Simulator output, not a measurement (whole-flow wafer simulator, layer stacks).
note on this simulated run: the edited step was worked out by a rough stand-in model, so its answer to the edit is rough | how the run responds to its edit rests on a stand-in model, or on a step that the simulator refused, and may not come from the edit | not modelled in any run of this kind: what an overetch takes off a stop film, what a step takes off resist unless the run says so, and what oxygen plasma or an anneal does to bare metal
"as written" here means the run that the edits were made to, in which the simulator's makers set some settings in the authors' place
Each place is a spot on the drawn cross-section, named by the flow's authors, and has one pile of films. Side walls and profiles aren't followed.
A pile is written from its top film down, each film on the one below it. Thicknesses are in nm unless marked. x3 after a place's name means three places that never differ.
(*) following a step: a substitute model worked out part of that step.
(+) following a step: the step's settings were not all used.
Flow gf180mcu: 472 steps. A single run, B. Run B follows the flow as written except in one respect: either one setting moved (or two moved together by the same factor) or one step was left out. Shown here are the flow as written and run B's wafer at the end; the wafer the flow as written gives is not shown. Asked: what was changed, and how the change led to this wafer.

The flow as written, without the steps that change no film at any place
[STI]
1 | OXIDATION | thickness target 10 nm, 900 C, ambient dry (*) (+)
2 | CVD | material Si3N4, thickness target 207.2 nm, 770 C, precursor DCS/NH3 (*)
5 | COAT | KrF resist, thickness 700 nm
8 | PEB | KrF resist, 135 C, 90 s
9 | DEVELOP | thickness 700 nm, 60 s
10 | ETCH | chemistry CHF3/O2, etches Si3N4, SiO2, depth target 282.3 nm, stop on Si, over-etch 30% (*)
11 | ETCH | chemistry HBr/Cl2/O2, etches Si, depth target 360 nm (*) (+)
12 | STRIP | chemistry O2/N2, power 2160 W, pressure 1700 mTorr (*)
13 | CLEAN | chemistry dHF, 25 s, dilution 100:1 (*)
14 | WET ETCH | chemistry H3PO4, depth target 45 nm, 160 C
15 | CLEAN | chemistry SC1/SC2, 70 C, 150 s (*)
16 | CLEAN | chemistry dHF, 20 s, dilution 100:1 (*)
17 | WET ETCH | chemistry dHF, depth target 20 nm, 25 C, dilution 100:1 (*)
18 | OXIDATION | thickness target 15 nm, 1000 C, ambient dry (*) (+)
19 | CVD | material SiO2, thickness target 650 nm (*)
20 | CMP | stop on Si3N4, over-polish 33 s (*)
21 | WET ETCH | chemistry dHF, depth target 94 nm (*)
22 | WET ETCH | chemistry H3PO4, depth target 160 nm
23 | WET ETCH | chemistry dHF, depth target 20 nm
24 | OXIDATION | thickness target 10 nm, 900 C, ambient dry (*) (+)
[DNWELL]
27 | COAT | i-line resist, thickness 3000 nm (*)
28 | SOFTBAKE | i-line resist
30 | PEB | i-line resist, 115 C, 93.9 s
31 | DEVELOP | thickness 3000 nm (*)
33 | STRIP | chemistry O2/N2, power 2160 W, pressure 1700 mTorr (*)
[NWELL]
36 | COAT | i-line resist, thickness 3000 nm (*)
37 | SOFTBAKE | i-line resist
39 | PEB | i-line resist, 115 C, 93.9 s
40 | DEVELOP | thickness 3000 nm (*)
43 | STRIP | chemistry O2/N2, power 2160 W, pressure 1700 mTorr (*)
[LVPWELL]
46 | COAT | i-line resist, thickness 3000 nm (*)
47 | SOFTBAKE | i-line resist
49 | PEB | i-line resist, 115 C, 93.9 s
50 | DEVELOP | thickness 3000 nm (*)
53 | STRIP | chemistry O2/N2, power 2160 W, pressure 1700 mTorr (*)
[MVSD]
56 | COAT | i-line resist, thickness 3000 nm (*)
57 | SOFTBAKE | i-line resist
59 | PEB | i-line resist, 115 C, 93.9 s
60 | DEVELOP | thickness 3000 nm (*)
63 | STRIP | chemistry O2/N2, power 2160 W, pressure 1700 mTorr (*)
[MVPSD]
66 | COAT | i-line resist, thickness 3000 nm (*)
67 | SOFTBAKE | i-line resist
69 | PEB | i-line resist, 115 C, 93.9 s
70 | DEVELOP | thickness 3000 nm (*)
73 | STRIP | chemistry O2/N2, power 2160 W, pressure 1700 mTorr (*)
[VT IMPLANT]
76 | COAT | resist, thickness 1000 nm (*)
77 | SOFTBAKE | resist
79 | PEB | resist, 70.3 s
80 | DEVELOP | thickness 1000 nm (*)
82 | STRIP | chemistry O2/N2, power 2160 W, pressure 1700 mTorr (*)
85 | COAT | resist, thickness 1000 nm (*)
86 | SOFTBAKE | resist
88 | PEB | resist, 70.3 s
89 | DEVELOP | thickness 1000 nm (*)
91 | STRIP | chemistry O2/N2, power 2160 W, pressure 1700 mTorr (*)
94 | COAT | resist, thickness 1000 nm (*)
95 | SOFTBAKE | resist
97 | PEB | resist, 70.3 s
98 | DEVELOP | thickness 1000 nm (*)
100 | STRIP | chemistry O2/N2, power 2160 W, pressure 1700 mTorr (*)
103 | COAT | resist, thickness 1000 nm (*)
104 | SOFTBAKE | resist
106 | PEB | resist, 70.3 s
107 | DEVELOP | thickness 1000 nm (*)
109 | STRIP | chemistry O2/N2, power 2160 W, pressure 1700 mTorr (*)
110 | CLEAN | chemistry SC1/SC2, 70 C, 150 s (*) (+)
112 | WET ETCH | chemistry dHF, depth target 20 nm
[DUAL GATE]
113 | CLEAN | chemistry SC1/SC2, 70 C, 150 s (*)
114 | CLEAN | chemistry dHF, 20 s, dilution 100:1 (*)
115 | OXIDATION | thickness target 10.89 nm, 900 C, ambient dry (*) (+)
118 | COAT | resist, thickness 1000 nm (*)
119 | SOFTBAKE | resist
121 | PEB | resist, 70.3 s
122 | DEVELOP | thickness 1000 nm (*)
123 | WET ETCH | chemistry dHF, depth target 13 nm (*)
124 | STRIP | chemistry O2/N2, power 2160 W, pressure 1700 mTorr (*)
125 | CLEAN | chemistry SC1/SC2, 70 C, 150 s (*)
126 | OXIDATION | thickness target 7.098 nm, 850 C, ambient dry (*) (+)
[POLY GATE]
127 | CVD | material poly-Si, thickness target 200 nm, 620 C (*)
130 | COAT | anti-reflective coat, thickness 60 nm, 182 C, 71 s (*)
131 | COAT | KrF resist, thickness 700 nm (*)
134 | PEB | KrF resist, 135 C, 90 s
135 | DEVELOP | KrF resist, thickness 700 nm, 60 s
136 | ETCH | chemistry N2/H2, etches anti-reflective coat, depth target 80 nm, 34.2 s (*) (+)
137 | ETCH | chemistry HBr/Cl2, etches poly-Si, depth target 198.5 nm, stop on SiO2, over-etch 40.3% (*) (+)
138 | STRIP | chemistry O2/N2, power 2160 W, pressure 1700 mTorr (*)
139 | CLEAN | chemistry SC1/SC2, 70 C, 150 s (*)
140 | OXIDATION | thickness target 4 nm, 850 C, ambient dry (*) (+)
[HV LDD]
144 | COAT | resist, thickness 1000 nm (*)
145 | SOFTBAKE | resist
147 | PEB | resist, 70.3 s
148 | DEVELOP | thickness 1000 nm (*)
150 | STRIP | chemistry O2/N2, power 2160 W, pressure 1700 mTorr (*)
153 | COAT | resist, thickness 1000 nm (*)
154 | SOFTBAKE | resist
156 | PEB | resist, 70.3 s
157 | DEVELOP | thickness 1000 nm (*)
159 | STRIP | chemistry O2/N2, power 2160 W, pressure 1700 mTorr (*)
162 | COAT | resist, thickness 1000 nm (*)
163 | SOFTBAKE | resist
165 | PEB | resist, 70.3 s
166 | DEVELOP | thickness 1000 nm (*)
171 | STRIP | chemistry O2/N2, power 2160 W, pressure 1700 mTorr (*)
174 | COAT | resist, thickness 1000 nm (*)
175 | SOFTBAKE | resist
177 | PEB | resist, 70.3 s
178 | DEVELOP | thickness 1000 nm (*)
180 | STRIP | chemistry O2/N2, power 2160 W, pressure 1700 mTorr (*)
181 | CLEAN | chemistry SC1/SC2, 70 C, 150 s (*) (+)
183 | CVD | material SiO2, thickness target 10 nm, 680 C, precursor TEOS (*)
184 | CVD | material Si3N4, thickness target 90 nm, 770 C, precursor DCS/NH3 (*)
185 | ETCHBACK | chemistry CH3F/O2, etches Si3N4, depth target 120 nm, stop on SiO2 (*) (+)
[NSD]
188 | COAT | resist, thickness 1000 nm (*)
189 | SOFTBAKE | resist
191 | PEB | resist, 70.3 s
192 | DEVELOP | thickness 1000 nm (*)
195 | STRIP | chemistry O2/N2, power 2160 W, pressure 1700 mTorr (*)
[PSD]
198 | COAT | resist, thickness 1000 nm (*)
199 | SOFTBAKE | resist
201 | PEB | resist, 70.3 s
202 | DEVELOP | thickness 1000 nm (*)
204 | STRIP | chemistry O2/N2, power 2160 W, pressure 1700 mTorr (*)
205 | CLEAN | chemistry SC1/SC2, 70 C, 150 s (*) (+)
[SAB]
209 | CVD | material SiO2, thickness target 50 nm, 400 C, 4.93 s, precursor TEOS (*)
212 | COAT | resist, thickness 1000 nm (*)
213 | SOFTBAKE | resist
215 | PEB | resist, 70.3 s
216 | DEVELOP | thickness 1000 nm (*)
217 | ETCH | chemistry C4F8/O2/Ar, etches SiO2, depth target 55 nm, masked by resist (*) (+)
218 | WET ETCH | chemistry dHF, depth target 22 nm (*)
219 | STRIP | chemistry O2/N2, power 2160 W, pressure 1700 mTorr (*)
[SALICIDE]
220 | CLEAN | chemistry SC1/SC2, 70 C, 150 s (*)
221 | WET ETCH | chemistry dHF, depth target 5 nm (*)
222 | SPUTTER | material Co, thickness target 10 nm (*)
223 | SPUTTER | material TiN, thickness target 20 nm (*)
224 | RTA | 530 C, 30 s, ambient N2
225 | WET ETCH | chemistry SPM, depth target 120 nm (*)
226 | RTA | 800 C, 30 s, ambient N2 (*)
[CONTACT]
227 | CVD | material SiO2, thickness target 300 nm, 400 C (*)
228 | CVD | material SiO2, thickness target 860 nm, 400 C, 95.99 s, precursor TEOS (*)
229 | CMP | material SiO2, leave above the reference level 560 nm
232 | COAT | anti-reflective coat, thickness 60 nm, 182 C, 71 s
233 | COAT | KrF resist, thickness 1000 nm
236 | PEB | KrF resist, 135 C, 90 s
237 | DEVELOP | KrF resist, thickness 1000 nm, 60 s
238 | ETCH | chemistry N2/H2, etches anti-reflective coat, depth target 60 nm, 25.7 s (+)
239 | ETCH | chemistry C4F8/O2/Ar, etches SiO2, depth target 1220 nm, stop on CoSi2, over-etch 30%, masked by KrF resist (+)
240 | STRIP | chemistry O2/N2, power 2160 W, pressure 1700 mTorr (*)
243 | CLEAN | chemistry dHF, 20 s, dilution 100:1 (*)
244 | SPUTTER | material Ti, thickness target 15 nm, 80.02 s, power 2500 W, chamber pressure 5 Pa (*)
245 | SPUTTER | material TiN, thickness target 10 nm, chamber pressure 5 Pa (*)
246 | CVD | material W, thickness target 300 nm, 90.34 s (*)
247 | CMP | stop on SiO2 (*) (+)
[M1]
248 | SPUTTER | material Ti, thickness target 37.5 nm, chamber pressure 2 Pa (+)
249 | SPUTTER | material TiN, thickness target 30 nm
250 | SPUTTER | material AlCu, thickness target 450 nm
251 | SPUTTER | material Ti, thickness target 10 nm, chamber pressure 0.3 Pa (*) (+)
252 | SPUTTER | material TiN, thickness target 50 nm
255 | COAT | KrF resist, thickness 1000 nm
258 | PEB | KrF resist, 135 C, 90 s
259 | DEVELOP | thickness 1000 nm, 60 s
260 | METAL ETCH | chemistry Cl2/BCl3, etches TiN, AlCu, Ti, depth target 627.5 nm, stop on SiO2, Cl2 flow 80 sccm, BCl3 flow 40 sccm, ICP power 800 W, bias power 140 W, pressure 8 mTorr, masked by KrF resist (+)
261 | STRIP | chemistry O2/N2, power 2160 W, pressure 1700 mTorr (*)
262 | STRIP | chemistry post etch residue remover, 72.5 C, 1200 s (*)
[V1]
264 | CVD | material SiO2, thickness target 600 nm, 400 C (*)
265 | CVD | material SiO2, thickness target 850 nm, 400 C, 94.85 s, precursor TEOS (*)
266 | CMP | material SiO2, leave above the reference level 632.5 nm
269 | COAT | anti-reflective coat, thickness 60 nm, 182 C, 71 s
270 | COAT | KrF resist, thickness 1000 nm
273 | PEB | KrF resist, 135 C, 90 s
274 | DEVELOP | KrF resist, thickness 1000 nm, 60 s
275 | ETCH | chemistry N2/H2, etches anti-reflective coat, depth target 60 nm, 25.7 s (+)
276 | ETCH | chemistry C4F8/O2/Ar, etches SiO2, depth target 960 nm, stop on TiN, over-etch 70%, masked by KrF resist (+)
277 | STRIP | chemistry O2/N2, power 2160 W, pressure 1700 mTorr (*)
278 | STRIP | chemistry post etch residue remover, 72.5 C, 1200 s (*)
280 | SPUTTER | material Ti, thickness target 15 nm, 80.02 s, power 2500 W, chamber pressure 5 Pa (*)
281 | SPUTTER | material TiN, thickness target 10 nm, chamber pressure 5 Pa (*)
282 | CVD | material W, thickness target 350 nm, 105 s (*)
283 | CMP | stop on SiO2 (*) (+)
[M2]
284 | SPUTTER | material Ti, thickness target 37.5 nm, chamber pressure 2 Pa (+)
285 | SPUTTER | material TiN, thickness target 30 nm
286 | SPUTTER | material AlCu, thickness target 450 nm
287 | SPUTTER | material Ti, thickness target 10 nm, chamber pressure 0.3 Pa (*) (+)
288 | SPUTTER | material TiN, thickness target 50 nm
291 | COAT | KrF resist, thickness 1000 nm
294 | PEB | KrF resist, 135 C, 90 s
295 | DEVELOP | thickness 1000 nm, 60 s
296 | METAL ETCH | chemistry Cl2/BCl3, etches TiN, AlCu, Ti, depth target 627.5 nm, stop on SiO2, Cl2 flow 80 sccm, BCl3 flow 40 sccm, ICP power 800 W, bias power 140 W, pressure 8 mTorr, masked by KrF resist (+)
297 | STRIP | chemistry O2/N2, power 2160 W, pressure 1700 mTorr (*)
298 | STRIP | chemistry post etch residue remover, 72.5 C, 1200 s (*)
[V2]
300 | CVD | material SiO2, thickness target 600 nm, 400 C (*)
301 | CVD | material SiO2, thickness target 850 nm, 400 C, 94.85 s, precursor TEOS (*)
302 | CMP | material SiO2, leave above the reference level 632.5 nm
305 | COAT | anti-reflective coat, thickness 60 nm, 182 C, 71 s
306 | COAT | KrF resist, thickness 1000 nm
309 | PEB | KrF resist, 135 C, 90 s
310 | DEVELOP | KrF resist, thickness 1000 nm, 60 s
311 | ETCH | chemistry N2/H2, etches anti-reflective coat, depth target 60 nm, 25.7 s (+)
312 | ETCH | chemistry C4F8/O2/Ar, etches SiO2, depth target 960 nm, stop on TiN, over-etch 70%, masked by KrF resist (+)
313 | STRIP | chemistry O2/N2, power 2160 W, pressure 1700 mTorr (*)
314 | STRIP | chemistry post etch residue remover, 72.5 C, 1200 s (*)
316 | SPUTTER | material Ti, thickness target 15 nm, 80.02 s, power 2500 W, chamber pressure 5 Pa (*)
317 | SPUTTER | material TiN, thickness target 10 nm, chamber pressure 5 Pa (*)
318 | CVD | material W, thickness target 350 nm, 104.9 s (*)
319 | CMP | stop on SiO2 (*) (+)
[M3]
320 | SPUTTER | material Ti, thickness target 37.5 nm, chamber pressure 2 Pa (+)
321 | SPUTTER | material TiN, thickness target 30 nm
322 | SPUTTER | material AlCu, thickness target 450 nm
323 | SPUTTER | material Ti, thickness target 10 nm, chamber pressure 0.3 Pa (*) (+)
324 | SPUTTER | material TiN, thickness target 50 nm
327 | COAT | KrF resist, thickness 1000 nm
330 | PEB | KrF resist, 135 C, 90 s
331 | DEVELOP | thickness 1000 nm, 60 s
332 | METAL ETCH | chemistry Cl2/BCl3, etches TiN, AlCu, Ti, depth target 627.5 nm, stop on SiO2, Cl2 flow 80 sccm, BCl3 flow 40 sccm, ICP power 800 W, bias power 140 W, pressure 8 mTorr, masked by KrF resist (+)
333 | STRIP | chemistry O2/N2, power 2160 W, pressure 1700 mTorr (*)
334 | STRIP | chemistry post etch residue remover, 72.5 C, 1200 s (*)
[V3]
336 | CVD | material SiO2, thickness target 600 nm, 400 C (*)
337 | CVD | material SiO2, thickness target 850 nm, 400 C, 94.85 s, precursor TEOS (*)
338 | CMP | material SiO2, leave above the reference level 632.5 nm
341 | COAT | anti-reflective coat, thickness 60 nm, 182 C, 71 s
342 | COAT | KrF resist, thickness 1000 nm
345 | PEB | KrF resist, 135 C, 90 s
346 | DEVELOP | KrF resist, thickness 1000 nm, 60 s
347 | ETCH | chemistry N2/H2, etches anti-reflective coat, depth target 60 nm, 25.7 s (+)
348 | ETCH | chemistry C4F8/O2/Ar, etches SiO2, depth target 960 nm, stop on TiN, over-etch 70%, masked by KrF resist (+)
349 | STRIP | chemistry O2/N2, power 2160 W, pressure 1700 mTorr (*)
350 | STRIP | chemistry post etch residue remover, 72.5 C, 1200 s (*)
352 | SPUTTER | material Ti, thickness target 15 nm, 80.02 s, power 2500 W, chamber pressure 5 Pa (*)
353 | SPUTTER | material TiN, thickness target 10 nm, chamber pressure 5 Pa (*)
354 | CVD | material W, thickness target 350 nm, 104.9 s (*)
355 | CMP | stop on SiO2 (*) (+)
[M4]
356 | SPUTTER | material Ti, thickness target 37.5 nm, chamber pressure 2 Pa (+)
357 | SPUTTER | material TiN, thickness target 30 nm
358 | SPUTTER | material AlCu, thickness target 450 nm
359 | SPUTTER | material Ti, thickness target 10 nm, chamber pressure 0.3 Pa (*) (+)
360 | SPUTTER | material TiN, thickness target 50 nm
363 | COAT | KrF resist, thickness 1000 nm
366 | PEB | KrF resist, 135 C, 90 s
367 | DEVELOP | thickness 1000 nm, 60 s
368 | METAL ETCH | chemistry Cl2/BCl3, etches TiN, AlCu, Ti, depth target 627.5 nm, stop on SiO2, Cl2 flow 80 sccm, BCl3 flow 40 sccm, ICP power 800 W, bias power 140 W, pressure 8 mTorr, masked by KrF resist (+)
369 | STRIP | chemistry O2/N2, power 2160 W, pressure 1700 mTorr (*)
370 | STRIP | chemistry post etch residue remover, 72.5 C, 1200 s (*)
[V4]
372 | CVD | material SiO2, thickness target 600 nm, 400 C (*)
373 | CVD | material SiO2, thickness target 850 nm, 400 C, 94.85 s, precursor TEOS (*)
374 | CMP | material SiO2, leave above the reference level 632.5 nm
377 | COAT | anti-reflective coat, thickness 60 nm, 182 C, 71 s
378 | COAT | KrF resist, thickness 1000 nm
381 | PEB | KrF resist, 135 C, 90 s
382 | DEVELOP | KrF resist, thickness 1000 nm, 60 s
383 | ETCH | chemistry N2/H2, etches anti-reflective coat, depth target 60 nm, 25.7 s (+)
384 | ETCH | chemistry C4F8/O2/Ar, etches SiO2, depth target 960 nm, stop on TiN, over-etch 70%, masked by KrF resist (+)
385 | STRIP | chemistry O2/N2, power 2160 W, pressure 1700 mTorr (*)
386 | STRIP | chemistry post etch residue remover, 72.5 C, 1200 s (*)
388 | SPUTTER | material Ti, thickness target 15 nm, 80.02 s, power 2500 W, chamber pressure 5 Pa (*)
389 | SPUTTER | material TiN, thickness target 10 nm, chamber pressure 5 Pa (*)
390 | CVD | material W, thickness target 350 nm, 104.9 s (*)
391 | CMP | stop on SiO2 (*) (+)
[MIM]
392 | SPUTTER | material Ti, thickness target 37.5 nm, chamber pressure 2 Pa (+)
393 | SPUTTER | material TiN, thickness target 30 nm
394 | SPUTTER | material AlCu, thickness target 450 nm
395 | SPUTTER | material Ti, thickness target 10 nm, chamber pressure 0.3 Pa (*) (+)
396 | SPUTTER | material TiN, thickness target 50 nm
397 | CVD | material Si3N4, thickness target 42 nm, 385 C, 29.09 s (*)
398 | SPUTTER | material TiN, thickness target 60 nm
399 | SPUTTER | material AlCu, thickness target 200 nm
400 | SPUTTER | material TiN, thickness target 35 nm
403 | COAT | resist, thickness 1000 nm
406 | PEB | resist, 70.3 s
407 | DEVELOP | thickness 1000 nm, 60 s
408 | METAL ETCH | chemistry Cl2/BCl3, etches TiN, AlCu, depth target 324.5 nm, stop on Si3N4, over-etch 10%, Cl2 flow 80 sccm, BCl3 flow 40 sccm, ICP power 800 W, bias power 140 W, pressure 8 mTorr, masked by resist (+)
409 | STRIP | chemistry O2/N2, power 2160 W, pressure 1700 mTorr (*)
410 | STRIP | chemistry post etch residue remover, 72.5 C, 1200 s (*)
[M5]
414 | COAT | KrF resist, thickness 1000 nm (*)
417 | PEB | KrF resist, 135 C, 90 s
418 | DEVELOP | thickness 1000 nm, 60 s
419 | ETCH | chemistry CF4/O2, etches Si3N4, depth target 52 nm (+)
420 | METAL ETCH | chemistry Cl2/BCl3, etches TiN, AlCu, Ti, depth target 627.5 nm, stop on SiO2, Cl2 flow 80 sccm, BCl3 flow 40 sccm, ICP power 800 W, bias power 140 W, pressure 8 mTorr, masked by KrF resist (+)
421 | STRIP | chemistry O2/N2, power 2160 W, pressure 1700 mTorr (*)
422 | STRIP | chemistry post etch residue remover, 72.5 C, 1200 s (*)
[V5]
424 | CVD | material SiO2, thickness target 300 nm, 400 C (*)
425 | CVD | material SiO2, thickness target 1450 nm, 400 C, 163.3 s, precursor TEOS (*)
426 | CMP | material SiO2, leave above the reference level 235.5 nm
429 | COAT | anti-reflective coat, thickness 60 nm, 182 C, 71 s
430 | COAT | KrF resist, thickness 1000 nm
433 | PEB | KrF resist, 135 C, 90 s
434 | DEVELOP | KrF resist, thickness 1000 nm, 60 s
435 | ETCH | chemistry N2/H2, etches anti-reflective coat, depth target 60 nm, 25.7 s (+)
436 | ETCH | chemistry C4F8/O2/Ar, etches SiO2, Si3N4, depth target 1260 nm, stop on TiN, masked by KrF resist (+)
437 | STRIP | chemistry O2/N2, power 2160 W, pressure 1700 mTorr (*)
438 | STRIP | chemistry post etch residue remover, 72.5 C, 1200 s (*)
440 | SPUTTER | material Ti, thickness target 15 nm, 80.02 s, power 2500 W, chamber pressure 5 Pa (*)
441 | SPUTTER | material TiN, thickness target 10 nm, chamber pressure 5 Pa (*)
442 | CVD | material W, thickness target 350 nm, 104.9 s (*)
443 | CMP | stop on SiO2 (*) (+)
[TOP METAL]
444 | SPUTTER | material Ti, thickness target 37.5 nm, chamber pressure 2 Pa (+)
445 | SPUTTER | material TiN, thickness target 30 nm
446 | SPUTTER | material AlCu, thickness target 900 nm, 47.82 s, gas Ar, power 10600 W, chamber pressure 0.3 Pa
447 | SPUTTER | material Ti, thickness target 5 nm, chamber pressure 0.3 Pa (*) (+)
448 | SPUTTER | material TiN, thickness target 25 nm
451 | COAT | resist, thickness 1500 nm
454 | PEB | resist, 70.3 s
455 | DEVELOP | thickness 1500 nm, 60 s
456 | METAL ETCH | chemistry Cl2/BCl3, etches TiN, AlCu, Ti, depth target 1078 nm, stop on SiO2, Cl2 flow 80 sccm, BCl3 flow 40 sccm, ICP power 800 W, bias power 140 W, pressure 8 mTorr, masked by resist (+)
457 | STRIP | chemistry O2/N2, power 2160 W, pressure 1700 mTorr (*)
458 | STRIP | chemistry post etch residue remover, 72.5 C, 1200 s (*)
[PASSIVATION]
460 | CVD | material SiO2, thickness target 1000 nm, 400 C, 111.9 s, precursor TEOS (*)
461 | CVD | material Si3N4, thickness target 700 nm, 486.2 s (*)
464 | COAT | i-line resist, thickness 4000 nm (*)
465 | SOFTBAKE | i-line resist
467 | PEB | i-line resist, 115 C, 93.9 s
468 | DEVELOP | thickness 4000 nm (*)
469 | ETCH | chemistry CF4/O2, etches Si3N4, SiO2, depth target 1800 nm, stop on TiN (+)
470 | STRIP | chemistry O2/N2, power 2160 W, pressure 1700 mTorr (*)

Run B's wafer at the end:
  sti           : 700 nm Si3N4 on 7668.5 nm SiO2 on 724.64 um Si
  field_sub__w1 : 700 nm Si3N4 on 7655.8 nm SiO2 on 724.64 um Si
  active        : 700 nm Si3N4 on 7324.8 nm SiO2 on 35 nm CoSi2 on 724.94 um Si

What caused this: step 425, CVD: thickness target 580 nm was run, though the flow has thickness target 1450 nm; step 425, CVD: 65.31 s was run, where the flow has 163.3 s.

Step by step, how the change led to this:
  425 | CVD | material SiO2, thickness target 1450 nm, 400 C, 163.3 s, precursor TEOS (*)
      field, field__w1, field__w4 and 100 more: SiO2 gains 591 (it would be, as written: SiO2 gains 1450)
      field__w2, field__w3, field__w12 and 6 more: SiO2 gains 580.1 (it would be, as written: SiO2 gains 1421.8)
  426 | CMP | material SiO2, leave above the reference level 235.5 nm
      field, field__w1, field__w5 and 92 more: nothing (it would be, as written: SiO2 loses 300.8)
      field__w2, field__w3, field__w12 and 6 more: nothing (it would be, as written: SiO2 loses 272.7)
      (and at 8 other places as well)
  429 | COAT | anti-reflective coat, thickness 60 nm, 182 C, 71 s
      field_sub, field_sub__w2, field_sub__w3, field_sub__w4, ld_acc_n, ld_sd_p, ld_body_p_dnw: anti-reflective coat gains 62 (new film) (it would be, as written: anti-reflective coat gains 60 (new film))
      p_well, sti, spacer, sd_n, pad, dice_street: anti-reflective coat gains 63 (new film) (it would be, as written: anti-reflective coat gains 60 (new film))
      (and at 56 other places as well)
  430 | COAT | KrF resist, thickness 1000 nm
      field: KrF resist gains 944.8 (new film) (it would be, as written: KrF resist gains 1000 (new film))
      field__w3: KrF resist gains 1022 (new film) (it would be, as written: KrF resist gains 1000 (new film))
      (and at 28 other places as well)
  433 | PEB | KrF resist, 135 C, 90 s
      field__w7, npoly_sal: KrF resist loses 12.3 (it would be, as written: KrF resist loses 10.5)
      contact, m1: KrF resist loses 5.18 (it would be, as written: KrF resist loses 10.5)
      (and at 17 other places as well)
  434 | DEVELOP | KrF resist, thickness 1000 nm, 60 s
      contact: KrF resist loses 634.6 (all of it) (it would be, as written: KrF resist loses 989.5 (all of it))
  435 | ETCH | chemistry N2/H2, etches anti-reflective coat, depth target 60 nm, 25.7 s (+)
      contact: anti-reflective coat loses 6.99 (all of it), SiO2 loses 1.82 (it would be, as written: anti-reflective coat loses 60 (all of it), SiO2 loses 0.46)
  437 | STRIP | chemistry O2/N2, power 2160 W, pressure 1700 mTorr (*)
      p_well, sti, spacer, sd_n, pad, dice_street: KrF resist loses 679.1 (all of it), anti-reflective coat loses 63 (all of it) (it would be, as written: KrF resist loses 679.2 (all of it), anti-reflective coat loses 60 (all of it))
      ld_acc_p, ld_fp_p, ld_drift_p, ld_drn_p: KrF resist loses 683.7 (all of it), anti-reflective coat loses 61.9 (all of it) (it would be, as written: KrF resist loses 679.2 (all of it), anti-reflective coat loses 60 (all of it))
      (and at 63 other places as well)
  440 | SPUTTER | material Ti, thickness target 15 nm, 80.02 s, power 2500 W, chamber pressure 5 Pa (*)
      contact: Ti gains 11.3 (new film) (it would be, as written: Ti gains 8.12 (new film))
  441 | SPUTTER | material TiN, thickness target 10 nm, chamber pressure 5 Pa (*)
      contact: TiN gains 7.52 (new film) (it would be, as written: TiN gains 5.38 (new film))
  442 | CVD | material W, thickness target 350 nm, 104.9 s (*)
      contact: W gains 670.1 (new film) (it would be, as written: W gains 1233.6 (new film))
  443 | CMP | stop on SiO2 (*) (+)
      field__w3, field__w12, npoly_sal, ppoly_sal, nw_sep_fld, gate_hv5, gate_p_hv5, sti_nw: W loses 350 (all of it), TiN loses 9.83 (all of it), Ti loses 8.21 (it would be, as written: W loses 350 (all of it), TiN loses 10 (all of it), Ti loses 15 (all of it), SiO2 loses 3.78)
      field__w2: W loses 350 (all of it), TiN loses 9.66 (all of it), Ti loses 7.97 (it would be, as written: W loses 350 (all of it), TiN loses 10 (all of it), Ti loses 15 (all of it), SiO2 loses 3.78)
      (and at 102 other places as well)
  444 | SPUTTER | material Ti, thickness target 37.5 nm, chamber pressure 2 Pa (+)
      field__w2, field__w3, field__w12 and 6 more: Ti gains 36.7 (it would be, as written: Ti gains 37.5 (new film))
  445 | SPUTTER | material TiN, thickness target 30 nm
      field__w5, field__w6, field__w9 and 37 more: TiN gains 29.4 (new film) (it would be, as written: TiN gains 30 (new film))
      field__w2, field__w3, field__w12 and 6 more: TiN gains 28.6 (new film) (it would be, as written: TiN gains 30 (new film))
  446 | SPUTTER | material AlCu, thickness target 900 nm, 47.82 s, gas Ar, power 10600 W, chamber pressure 0.3 Pa
      field__w2, field__w3, field__w12 and 6 more: AlCu gains 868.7 (new film) (it would be, as written: AlCu gains 900 (new film))
  447 | SPUTTER | material Ti, thickness target 5 nm, chamber pressure 0.3 Pa (*) (+)
      field__w2: Ti gains 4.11 (new film) (it would be, as written: Ti gains 5 (new film))
  ... 10 further steps ...
  470 | STRIP | chemistry O2/N2, power 2160 W, pressure 1700 mTorr (*)
      field__w8, m1__w1: i-line resist loses 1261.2 (all of it) (it would be, as written: i-line resist loses 1775.9 (all of it))
      m1: i-line resist loses 1281.1 (all of it) (it would be, as written: i-line resist loses 1798.9 (all of it))
      (and at 3 other places as well)
